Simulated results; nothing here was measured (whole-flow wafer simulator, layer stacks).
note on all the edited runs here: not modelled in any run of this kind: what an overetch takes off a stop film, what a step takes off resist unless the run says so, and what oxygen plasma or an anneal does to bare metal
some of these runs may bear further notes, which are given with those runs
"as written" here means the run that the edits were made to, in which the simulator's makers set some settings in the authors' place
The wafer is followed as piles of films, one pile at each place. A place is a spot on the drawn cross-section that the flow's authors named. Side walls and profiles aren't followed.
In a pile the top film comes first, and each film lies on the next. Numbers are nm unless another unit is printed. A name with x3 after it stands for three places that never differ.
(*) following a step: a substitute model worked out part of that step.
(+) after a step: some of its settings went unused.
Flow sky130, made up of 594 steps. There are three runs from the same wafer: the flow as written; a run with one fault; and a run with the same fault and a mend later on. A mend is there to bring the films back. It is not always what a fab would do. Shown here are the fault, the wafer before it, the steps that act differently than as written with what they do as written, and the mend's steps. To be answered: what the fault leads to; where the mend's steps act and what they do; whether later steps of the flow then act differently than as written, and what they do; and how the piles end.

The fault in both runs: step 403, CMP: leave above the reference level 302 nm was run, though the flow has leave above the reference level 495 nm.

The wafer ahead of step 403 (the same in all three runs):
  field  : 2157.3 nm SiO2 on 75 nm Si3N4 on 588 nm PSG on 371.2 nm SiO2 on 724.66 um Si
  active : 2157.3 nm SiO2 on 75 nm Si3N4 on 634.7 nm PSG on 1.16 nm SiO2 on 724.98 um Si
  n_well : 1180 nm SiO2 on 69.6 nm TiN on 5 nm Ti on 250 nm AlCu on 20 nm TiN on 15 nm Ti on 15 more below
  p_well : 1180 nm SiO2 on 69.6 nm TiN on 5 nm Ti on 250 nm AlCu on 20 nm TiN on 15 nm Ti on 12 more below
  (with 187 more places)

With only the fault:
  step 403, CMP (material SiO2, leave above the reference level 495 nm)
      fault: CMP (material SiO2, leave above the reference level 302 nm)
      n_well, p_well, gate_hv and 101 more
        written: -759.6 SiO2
        fault: -952.6 SiO2
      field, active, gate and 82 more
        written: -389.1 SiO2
        fault: -582.1 SiO2
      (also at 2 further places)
  Steps further on in the flow that do not act as written (1 more step, not shown, differs only slightly: by at most 2% or 0.5 nm, whichever is larger):
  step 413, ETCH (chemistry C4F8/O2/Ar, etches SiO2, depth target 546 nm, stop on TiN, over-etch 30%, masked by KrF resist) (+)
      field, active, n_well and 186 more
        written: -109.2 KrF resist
        fault: -59.1 KrF resist
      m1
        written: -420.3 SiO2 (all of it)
        fault: -227.3 SiO2 (all of it)
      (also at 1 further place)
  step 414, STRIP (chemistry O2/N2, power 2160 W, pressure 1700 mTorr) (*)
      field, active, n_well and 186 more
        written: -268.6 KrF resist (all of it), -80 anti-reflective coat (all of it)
        fault: -318.7 KrF resist (all of it), -80 anti-reflective coat (all of it)
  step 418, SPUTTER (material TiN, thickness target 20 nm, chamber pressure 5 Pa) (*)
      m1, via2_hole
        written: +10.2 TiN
        fault: +13 TiN
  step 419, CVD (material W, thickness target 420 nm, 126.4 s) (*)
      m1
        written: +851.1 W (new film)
        fault: +655.3 W (new film)
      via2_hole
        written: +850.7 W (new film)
        fault: +654.8 W (new film)
  By the end, the piles at field, active, n_well and 190 more depart from the flow's by more than 2% or 0.5 nm, whichever is larger.
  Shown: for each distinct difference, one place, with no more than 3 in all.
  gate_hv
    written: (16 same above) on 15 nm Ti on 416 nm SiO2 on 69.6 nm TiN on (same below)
    fault: (16 same above) on 15 nm Ti on 223 nm SiO2 on 69.6 nm TiN on (same below)
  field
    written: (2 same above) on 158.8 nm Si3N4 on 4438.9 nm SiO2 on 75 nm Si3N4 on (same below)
    fault: (2 same above) on 158.8 nm Si3N4 on 4245.9 nm SiO2 on 75 nm Si3N4 on (same below)
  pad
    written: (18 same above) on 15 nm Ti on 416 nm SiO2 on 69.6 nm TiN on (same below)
    fault: (18 same above) on 15 nm Ti on 223 nm SiO2 on 69.6 nm TiN on (same below)

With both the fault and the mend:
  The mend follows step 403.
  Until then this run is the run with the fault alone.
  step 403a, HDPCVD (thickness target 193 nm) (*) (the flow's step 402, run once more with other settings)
      field, active, n_well and 188 more
        +193 SiO2
  None of the later steps of the flow differs from how it acts as written, at any place that is followed, by more than 2% or 0.5 nm, whichever is larger.
  At every place that both follow, the piles at the end match the flow's.
